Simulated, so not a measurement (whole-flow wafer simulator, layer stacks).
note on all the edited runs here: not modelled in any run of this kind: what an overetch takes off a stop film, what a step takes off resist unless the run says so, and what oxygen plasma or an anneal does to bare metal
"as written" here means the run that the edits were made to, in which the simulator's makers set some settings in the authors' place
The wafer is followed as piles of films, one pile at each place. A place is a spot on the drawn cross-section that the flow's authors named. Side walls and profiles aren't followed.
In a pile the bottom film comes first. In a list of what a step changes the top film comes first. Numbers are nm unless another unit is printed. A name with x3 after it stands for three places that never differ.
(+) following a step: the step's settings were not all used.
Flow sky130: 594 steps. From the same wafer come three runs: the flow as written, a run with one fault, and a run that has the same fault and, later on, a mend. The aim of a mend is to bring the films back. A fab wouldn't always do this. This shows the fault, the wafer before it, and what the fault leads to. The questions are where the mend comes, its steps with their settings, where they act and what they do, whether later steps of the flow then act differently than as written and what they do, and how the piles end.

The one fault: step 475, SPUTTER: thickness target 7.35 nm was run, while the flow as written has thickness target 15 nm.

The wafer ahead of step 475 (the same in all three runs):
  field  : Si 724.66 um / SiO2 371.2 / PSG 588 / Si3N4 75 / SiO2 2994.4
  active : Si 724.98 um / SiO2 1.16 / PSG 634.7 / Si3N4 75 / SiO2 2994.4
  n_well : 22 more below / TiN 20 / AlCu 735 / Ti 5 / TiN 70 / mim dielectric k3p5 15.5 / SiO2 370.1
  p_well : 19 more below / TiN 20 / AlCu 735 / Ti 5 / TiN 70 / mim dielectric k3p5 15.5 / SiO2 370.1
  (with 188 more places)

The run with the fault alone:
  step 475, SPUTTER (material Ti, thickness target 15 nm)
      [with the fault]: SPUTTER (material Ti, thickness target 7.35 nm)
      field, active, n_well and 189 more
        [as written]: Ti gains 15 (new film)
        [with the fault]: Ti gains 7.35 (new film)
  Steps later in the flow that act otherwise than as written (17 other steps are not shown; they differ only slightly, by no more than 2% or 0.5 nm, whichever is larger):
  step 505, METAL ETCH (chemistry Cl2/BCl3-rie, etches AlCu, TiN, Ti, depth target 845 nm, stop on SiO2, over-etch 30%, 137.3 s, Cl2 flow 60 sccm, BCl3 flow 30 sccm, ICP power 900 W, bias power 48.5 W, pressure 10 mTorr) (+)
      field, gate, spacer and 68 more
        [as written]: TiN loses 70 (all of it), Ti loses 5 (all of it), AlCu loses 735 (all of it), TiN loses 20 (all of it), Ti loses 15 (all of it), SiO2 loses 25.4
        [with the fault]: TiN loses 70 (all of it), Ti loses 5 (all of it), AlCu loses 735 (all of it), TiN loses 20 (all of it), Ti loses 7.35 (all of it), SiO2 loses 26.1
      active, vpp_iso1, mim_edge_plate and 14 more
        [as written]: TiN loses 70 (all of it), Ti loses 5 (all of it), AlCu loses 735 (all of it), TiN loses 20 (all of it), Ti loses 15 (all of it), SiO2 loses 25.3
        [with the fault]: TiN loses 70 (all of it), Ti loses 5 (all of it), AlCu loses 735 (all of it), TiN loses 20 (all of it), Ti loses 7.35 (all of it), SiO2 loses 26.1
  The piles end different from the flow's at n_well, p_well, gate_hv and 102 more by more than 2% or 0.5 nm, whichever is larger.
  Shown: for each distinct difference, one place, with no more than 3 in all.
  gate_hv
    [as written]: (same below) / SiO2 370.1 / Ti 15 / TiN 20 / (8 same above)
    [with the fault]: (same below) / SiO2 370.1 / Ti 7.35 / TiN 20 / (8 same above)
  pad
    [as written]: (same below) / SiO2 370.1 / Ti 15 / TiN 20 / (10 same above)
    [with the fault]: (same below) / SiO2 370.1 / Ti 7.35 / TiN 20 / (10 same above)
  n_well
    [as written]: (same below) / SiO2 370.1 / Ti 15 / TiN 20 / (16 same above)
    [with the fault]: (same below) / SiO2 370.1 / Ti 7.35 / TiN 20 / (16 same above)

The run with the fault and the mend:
  After step 475 comes the mend.
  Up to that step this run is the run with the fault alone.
  step 475a, SPUTTER (material Ti, thickness target 7.65 nm) (the flow's step 475, run once more with other settings)
      field, active, n_well and 189 more
        Ti gains 7.65
  Every later step of the flow that is run acts as written at every place that is followed.
  By the end, the piles equal the flow's at every place that both follow.
